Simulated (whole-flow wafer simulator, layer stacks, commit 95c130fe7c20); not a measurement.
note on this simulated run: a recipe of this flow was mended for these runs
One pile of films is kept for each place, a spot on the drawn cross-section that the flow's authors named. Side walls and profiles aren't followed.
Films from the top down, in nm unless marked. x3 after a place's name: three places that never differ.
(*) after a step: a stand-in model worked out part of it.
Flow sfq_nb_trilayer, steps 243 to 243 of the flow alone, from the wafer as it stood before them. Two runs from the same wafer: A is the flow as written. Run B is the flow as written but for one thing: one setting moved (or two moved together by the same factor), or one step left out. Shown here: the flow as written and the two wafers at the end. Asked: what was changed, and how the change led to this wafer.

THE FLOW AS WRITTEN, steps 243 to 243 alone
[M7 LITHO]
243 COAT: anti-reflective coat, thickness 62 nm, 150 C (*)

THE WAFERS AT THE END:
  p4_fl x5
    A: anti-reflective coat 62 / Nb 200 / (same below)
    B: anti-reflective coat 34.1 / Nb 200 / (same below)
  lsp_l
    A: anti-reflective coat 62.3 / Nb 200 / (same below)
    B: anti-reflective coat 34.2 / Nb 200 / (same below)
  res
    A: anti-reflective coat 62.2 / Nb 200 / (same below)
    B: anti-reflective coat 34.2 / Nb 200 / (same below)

The cause: step 243, COAT: thickness 34.1 nm was run, where the flow has thickness 62 nm.
It can be read off the wafer: p4_fl x5 has anti-reflective coat 34.1, and step 243 as written asks for 62 nm.

How the change led to this, step by step:
  243 COAT: anti-reflective coat, thickness 62 nm, 150 C (*)
      p4_fl x5, p4_w1 x9, p3_s0 x15 and 48 more: A anti-reflective coat +62 (new film) | B anti-reflective coat +34.1 (new film)
      lsp_l, ln_m5, lsp_m, ln_m6, lsp_r, l0_sur, l0v: A anti-reflective coat +62.3 (new film) | B anti-reflective coat +34.2 (new film)
      (and at 22 more places)
